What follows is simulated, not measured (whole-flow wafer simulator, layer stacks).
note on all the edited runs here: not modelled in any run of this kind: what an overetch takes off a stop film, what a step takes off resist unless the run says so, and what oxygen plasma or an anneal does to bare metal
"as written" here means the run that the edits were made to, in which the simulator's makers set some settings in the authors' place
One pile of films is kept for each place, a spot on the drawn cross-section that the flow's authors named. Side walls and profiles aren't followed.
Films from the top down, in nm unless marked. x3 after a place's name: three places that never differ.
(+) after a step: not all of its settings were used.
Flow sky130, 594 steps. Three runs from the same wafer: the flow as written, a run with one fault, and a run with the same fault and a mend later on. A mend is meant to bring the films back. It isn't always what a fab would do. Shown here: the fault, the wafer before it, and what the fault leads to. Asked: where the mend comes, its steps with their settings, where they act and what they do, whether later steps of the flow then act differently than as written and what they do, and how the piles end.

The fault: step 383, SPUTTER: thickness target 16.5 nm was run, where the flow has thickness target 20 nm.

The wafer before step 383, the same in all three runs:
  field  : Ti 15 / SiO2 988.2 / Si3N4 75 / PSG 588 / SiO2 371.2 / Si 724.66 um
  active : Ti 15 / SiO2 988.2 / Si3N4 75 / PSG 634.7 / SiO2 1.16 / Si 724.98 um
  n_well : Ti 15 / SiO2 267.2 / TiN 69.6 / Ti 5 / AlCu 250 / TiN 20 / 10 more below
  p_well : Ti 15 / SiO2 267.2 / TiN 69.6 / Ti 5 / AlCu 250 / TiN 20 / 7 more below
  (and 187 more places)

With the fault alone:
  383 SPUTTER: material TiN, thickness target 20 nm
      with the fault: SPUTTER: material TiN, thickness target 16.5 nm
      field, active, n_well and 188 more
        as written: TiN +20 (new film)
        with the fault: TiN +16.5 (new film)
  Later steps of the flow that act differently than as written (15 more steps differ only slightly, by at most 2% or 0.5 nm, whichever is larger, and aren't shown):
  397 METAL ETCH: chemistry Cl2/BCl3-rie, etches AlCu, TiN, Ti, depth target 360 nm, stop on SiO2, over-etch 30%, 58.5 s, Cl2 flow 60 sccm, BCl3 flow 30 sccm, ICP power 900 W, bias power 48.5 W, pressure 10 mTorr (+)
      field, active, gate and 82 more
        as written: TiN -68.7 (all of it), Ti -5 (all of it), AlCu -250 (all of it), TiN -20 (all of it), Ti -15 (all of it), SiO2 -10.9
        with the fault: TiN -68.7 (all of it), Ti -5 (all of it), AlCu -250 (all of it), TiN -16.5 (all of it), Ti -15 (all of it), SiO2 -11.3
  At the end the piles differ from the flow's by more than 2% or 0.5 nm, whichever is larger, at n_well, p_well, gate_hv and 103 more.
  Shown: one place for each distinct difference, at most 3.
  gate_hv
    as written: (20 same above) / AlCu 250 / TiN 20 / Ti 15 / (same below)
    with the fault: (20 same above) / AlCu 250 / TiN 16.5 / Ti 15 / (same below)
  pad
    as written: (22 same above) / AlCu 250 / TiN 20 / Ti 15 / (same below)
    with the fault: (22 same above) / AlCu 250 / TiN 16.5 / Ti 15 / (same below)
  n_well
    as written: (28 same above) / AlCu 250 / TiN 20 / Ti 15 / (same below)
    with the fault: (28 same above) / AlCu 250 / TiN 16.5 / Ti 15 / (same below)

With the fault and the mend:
  The mend comes after step 383.
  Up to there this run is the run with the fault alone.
  383a SPUTTER: material TiN, thickness target 3.5 nm (the flow's step 383 once more, with other settings)
      field, active, n_well and 188 more
        TiN +3.5
  No later step of the flow acts differently than as written at any place that is followed.
  At the end the piles are the same as the flow's at every place that both follow.
